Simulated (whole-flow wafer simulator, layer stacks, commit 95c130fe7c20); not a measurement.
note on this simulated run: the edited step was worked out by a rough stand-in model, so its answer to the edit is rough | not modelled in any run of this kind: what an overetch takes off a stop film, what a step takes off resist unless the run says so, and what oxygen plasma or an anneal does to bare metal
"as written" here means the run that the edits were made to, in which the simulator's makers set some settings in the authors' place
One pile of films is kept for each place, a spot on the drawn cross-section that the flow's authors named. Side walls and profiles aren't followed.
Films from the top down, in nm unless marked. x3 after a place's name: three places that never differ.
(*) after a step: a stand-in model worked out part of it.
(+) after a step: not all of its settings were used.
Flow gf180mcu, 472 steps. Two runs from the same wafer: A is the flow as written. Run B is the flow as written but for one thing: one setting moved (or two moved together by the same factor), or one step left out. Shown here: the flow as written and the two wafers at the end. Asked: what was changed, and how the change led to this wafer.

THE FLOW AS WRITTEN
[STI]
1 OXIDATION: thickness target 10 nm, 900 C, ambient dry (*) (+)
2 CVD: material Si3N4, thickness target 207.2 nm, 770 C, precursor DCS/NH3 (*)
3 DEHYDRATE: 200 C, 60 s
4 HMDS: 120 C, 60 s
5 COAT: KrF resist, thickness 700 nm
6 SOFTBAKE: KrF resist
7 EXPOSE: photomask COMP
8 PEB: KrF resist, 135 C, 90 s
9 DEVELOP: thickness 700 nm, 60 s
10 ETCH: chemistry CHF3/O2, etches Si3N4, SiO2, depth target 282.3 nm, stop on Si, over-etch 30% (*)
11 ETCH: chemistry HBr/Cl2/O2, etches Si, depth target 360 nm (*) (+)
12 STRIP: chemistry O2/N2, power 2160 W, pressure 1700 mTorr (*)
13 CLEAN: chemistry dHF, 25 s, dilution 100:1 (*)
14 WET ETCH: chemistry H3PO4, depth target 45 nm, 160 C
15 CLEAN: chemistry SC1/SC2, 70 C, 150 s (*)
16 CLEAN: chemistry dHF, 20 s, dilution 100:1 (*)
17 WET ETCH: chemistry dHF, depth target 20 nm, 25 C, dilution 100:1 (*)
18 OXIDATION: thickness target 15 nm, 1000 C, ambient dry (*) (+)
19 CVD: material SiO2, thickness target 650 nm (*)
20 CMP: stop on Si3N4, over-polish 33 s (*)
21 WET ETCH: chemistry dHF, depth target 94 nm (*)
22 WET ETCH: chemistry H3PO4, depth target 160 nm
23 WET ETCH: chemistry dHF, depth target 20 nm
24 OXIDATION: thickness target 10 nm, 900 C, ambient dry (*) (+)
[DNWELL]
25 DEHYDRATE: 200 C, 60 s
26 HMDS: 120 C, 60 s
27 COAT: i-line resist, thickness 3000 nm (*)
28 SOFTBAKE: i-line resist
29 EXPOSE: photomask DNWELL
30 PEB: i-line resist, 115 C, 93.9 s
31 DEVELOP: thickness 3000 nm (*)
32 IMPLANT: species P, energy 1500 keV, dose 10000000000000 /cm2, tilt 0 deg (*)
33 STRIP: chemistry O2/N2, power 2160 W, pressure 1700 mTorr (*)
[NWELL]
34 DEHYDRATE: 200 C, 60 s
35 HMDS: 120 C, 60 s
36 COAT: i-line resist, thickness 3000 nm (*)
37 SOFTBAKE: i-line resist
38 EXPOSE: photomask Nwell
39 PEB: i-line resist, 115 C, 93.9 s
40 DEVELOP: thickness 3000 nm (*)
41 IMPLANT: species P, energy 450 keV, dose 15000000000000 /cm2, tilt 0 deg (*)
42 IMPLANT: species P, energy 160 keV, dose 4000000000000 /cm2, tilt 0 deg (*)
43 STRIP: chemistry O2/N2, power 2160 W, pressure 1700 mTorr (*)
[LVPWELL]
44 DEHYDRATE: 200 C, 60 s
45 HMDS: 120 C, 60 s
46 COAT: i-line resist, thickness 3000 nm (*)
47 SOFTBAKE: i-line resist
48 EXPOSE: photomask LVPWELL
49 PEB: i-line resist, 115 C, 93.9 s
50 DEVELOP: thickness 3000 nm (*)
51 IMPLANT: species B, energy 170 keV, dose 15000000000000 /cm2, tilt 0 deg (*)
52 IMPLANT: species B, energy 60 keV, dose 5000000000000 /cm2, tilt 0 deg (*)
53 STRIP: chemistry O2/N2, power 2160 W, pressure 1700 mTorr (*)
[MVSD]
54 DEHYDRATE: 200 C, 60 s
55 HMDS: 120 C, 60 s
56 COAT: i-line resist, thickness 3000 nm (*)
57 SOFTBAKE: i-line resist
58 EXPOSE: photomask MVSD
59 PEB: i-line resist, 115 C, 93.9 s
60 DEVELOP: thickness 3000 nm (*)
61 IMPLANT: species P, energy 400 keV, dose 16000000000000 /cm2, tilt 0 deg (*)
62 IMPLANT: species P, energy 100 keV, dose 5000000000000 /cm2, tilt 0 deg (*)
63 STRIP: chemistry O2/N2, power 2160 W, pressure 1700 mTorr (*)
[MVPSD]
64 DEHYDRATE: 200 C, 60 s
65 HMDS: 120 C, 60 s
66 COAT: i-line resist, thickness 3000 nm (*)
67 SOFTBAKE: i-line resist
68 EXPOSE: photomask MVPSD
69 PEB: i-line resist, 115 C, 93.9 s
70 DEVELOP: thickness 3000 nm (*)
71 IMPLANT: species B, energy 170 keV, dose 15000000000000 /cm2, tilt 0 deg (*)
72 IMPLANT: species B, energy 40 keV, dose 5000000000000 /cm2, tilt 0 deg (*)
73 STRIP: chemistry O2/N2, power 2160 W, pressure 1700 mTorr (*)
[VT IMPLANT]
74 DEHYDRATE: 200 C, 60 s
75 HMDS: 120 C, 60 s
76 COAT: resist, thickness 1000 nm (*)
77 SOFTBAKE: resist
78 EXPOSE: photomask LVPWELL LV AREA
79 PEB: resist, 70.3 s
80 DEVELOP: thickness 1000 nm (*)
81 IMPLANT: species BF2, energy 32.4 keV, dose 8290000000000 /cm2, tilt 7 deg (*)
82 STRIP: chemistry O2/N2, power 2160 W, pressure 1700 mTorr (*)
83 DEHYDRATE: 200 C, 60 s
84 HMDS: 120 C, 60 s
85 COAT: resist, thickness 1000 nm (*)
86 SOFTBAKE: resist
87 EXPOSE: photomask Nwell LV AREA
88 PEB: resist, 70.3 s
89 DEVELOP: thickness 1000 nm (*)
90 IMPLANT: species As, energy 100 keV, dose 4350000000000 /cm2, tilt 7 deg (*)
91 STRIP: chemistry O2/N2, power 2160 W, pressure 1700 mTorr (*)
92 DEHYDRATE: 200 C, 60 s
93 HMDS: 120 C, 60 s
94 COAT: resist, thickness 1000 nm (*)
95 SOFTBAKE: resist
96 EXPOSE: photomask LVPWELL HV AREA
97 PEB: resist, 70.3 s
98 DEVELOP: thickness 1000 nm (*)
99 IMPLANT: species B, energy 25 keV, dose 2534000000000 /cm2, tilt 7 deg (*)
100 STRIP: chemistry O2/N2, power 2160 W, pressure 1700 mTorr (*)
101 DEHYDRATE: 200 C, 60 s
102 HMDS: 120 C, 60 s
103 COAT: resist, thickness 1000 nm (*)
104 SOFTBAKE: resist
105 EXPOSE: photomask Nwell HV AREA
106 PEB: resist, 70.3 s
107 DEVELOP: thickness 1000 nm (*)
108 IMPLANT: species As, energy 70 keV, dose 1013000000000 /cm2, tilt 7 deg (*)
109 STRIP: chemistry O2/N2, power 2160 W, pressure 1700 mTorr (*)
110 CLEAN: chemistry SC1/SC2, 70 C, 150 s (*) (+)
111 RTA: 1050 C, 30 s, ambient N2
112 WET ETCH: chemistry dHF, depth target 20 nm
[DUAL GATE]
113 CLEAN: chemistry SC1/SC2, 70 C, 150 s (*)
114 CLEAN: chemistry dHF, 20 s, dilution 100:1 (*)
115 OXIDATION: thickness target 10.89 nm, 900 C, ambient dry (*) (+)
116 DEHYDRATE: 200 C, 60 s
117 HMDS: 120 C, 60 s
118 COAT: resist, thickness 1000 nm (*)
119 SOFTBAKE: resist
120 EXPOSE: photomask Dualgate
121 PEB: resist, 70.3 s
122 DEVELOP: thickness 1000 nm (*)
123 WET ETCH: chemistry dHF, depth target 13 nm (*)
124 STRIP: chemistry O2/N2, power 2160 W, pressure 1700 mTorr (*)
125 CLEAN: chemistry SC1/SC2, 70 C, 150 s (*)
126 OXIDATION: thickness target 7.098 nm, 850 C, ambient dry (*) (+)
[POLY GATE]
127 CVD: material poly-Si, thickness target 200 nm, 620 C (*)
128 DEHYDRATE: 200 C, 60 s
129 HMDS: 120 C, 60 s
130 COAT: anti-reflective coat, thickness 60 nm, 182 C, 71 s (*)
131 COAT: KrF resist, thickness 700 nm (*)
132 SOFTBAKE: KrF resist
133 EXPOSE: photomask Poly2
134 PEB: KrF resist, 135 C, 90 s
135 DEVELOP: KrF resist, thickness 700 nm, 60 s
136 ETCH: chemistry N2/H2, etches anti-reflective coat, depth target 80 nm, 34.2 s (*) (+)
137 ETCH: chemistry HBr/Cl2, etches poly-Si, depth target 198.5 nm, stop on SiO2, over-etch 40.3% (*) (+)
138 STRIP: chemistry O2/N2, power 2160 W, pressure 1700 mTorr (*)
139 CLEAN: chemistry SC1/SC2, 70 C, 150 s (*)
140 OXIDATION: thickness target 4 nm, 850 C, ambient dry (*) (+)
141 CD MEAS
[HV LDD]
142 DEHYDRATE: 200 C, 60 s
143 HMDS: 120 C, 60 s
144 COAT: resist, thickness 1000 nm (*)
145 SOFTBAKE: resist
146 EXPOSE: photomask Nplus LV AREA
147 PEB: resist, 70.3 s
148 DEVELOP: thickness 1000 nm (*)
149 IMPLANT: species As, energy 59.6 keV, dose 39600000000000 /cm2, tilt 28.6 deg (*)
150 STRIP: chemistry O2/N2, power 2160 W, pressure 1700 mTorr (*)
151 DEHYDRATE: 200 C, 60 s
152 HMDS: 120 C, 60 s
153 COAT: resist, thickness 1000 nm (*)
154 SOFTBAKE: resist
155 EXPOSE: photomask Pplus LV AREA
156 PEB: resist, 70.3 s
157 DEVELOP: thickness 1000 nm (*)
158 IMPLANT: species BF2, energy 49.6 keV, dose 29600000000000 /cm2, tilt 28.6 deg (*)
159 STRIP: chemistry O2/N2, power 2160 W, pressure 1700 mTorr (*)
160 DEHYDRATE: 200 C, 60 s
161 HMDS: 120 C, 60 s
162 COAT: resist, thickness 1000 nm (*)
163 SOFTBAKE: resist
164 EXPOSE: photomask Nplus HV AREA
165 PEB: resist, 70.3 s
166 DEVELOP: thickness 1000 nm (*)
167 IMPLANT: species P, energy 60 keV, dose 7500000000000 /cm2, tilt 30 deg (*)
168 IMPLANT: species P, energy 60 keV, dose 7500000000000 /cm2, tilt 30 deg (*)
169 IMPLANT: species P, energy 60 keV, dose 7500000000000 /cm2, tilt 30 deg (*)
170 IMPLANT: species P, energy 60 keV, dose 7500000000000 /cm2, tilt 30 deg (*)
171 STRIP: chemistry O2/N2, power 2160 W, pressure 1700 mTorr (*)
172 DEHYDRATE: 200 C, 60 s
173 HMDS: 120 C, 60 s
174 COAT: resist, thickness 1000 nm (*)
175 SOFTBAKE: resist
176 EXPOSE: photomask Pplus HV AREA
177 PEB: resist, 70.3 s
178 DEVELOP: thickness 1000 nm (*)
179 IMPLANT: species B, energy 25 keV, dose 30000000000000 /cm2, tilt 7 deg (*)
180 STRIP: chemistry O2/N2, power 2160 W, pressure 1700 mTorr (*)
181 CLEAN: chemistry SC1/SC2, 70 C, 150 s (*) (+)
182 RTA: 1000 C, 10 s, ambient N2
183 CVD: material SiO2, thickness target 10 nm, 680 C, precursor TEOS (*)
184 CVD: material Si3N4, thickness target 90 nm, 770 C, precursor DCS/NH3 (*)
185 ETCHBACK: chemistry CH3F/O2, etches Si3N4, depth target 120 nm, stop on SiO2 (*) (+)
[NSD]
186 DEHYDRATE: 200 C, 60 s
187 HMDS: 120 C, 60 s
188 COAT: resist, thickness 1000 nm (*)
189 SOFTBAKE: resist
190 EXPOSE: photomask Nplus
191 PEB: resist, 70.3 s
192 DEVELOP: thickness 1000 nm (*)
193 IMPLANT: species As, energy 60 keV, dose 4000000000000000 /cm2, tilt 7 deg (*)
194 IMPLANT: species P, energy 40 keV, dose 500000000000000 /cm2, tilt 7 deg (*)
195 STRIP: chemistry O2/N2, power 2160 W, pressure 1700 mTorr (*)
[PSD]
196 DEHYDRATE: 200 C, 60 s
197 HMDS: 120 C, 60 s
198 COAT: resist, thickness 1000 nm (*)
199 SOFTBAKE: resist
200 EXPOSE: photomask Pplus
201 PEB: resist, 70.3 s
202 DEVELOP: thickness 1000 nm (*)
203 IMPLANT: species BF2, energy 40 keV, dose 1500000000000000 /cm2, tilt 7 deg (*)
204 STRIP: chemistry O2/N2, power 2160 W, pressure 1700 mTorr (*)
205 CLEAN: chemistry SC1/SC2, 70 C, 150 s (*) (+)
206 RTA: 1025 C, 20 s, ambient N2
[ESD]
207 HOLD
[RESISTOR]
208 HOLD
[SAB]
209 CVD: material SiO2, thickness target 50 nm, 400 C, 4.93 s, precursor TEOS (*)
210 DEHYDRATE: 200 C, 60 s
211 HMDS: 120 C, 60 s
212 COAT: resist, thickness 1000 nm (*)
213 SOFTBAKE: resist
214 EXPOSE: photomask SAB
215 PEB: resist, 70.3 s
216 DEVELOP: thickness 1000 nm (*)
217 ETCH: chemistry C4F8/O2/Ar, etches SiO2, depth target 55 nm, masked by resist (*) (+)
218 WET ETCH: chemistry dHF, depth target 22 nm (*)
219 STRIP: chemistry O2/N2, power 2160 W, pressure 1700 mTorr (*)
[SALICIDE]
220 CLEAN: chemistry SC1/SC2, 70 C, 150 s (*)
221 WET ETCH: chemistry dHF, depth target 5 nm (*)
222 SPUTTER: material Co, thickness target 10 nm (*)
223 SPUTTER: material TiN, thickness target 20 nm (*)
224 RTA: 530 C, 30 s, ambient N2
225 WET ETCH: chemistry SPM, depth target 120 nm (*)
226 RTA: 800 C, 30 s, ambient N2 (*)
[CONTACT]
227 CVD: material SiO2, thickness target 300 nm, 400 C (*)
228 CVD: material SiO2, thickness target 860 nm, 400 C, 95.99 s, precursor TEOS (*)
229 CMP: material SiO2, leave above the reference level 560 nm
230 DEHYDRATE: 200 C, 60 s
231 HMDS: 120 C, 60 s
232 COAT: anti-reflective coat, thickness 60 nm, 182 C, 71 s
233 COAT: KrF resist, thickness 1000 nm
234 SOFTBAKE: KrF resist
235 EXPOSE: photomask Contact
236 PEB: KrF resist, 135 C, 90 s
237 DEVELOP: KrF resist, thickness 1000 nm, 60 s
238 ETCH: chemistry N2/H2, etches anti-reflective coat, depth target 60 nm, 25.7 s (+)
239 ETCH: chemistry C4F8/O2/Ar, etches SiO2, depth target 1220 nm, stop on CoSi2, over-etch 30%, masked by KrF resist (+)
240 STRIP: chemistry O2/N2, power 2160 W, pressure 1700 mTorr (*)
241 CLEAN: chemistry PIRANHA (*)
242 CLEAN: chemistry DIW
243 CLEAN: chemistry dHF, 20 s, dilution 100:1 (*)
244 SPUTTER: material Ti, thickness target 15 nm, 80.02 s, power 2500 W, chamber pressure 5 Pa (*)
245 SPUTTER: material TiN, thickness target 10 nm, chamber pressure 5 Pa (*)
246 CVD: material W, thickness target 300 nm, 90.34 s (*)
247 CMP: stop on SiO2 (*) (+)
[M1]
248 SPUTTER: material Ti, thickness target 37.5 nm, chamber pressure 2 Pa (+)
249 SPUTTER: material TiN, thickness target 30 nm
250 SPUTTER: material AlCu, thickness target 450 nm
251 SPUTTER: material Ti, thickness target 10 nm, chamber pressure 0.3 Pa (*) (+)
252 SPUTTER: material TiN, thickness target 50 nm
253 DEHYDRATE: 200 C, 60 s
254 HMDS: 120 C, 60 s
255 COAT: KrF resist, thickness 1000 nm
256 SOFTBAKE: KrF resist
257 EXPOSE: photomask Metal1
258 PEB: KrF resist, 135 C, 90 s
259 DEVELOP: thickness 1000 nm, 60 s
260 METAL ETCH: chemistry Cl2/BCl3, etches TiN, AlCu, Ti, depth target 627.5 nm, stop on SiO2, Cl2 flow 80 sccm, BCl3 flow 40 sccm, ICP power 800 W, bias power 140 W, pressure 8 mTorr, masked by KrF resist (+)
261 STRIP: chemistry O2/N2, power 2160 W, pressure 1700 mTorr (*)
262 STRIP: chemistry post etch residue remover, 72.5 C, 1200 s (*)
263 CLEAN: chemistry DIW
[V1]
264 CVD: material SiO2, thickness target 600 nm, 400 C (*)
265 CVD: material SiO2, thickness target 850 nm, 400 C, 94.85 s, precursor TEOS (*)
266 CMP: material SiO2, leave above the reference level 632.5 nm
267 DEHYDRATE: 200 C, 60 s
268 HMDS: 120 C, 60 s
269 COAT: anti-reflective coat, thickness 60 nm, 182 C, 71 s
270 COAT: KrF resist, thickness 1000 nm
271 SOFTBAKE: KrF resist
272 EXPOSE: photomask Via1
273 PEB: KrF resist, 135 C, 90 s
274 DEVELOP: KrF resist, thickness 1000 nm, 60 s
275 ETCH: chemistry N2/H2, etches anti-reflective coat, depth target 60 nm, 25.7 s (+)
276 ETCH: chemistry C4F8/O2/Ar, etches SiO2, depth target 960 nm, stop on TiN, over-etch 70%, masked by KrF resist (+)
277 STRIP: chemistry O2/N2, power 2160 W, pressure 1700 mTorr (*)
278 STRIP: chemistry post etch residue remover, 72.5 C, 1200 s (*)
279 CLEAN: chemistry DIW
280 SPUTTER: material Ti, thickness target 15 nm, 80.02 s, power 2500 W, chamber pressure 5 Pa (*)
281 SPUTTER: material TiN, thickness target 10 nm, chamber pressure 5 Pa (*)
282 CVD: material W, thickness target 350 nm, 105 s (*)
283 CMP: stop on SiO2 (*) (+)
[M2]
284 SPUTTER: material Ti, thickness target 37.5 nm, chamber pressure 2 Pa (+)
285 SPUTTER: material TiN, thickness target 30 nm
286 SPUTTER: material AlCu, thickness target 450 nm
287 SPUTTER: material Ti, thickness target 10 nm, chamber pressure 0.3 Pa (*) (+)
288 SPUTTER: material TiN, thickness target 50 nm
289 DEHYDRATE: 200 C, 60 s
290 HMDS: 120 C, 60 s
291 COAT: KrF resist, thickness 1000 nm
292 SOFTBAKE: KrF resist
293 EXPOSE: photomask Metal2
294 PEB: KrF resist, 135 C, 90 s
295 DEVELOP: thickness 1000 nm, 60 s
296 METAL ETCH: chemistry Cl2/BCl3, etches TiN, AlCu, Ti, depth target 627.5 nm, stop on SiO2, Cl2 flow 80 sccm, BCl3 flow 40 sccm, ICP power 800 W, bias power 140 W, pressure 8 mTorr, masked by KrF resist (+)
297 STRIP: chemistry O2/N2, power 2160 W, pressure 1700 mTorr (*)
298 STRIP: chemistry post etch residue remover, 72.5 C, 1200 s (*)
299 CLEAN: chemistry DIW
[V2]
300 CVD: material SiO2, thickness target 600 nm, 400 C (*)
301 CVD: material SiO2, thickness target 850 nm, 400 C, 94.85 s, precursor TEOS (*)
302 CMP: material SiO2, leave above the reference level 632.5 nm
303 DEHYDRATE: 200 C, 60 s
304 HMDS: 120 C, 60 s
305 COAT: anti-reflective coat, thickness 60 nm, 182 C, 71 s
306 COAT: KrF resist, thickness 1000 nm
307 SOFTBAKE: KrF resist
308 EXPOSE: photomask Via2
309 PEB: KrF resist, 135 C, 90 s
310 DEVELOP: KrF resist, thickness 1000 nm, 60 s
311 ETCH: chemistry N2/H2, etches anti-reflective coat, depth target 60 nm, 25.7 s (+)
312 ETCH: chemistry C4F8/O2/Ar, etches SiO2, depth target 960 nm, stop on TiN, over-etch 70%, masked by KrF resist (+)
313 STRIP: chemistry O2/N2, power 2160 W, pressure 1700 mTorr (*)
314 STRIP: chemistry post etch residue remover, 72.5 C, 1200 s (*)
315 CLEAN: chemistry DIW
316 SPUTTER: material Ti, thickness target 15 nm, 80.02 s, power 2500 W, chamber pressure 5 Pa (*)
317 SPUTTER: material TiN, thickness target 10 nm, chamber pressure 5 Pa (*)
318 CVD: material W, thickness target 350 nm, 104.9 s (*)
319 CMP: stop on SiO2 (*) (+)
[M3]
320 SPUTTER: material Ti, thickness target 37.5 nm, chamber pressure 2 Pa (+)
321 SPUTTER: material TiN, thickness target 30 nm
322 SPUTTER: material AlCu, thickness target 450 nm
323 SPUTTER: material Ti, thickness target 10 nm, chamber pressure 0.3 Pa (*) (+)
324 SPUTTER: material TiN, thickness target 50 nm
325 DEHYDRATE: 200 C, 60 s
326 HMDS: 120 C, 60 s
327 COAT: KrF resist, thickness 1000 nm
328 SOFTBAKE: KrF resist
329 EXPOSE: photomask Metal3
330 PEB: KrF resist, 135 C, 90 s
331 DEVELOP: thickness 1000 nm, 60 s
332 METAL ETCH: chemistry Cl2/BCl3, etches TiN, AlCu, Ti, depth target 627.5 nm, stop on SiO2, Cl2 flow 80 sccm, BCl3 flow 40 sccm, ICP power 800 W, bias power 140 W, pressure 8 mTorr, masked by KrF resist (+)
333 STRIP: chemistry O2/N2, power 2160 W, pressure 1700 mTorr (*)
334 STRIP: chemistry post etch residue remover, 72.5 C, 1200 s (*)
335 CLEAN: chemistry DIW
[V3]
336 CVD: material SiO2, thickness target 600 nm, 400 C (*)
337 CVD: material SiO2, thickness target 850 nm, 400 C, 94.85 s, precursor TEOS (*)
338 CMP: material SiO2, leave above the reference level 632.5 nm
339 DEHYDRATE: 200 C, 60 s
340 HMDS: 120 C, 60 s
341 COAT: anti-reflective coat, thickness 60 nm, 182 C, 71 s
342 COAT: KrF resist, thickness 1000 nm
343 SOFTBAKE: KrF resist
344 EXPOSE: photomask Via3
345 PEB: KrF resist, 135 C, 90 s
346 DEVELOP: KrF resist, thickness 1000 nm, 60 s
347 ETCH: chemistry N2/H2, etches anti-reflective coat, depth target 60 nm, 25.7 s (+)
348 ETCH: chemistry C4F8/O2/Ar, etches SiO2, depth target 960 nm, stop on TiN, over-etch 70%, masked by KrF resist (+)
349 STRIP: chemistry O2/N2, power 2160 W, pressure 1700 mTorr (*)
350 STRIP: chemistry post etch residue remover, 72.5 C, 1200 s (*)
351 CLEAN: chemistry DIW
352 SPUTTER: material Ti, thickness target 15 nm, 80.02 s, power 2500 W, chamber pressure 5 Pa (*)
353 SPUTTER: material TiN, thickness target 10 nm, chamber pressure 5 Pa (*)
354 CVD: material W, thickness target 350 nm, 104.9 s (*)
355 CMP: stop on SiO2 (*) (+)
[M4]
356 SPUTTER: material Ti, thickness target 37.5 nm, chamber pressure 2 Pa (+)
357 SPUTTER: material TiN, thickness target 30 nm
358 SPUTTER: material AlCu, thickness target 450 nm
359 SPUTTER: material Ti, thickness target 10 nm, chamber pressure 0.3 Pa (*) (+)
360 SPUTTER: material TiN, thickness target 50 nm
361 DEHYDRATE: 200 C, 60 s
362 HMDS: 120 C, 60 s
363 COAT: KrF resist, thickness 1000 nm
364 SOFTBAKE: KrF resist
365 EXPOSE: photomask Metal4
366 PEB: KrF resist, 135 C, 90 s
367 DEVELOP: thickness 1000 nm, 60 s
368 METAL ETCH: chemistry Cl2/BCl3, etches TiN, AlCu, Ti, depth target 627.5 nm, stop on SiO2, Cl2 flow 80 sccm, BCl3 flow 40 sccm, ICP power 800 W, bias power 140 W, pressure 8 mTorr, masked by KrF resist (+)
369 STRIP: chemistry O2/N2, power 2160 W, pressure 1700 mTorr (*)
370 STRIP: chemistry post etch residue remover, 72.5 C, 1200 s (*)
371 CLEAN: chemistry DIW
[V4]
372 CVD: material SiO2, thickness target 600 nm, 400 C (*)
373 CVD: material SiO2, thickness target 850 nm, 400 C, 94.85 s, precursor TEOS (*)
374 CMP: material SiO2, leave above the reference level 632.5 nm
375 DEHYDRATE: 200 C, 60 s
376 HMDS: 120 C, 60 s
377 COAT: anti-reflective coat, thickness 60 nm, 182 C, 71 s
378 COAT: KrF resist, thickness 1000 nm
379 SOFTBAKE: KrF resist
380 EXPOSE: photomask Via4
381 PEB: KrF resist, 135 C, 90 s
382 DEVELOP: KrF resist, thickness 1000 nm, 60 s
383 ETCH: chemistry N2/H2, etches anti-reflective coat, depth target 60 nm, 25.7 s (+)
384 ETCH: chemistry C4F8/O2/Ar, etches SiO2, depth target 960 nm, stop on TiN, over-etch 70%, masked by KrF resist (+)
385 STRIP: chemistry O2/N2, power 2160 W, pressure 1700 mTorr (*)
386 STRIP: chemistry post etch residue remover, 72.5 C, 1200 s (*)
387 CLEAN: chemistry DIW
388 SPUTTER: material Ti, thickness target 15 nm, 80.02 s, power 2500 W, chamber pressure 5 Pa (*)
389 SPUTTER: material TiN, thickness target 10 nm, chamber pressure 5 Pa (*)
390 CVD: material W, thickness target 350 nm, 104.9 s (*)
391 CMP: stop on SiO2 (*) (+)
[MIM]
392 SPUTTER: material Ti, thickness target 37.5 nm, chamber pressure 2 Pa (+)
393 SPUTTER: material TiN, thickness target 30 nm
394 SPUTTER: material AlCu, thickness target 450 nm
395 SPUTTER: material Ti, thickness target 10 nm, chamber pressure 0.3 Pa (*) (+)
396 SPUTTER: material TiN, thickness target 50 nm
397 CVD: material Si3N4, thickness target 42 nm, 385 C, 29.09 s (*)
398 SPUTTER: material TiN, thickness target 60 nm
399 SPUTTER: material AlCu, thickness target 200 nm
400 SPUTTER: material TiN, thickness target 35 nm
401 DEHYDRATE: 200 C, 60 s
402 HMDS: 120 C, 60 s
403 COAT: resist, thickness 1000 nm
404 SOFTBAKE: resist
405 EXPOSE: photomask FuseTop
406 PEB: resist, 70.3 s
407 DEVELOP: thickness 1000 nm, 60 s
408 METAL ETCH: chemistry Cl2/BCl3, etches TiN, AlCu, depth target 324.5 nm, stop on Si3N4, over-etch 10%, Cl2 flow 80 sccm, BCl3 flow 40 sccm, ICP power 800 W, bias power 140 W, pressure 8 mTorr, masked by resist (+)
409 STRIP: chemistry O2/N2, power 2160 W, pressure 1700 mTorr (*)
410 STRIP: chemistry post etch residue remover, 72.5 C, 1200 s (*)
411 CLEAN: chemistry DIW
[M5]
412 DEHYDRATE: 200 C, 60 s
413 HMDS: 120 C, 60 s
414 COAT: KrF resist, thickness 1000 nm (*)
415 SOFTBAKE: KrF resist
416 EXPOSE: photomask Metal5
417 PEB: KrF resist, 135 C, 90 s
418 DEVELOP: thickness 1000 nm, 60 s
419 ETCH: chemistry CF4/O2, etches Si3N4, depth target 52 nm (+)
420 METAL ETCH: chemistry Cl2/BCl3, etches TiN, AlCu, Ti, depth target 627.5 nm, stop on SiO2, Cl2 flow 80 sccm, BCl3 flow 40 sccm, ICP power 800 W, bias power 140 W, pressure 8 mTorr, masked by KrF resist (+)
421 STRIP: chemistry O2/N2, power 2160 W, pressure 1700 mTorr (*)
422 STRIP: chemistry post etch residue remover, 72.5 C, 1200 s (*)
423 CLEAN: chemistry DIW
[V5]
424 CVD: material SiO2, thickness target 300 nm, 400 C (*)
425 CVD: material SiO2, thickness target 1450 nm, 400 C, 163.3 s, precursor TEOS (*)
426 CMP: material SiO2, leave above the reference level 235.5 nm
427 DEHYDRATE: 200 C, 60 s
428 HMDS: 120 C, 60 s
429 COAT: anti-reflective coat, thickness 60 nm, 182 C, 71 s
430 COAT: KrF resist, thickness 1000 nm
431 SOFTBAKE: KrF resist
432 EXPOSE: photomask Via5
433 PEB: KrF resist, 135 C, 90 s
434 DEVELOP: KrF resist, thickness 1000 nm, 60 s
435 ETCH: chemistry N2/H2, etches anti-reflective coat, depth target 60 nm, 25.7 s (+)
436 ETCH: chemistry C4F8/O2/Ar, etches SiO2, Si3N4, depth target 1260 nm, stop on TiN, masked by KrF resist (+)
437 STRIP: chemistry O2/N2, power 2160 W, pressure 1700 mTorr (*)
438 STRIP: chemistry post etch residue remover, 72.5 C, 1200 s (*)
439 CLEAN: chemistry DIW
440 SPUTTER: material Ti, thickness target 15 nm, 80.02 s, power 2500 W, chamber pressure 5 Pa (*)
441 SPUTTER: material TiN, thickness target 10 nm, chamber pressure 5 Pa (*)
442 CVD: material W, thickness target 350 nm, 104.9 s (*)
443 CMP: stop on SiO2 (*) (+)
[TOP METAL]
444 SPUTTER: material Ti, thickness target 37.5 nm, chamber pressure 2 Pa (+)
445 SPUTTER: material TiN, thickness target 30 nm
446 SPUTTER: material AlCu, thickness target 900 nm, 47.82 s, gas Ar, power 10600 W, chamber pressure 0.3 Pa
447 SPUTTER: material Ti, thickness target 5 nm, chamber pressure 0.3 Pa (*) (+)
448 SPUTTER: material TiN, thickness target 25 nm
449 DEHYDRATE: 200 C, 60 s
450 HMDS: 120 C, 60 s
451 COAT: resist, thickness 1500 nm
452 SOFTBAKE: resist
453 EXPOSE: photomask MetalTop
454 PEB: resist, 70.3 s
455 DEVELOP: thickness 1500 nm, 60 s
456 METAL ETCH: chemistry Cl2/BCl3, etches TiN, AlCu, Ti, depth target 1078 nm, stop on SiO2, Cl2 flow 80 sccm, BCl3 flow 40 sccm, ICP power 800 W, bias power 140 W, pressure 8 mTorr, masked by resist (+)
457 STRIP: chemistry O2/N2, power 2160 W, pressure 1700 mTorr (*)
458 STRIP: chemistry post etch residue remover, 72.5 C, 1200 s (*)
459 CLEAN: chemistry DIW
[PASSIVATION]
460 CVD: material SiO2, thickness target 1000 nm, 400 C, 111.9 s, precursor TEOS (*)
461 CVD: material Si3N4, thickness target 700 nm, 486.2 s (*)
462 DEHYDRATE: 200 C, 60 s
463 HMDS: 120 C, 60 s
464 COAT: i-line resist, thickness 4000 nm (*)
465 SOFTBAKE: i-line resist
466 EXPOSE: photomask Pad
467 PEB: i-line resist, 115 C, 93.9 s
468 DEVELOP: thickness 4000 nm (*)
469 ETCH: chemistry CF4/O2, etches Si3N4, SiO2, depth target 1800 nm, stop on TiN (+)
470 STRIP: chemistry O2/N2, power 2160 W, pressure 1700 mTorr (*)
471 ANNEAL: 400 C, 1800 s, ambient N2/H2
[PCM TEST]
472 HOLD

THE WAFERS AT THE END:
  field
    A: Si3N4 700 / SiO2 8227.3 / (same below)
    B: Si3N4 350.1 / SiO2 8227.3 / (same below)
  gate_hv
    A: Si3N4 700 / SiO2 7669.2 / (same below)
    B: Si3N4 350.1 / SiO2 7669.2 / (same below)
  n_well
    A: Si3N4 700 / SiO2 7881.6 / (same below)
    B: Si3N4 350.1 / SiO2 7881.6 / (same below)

The cause: step 461, CVD: thickness target 350 nm was run, where the flow has thickness target 700 nm; step 461, CVD: 243.1 s was run, where the flow has 486.2 s.

How the change led to this, step by step:
  461 CVD: material Si3N4, thickness target 700 nm, 486.2 s (*)
      field, field__w1, field__w2 and 109 more: A Si3N4 +700 (new film) | B Si3N4 +350.1 (new film)
  465 SOFTBAKE: i-line resist
      field__w11, field__w13: A i-line resist +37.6 | B i-line resist +35.8
      ld_acc_p, ld_fp_p: A i-line resist +33.8 | B i-line resist +31.9
      (and at 55 more places)
  469 ETCH: chemistry CF4/O2, etches Si3N4, SiO2, depth target 1800 nm, stop on TiN (+)
      pad: A Si3N4 -700 (all of it), SiO2 -1000 (all of it) | B Si3N4 -350.1 (all of it), SiO2 -1000 (all of it)
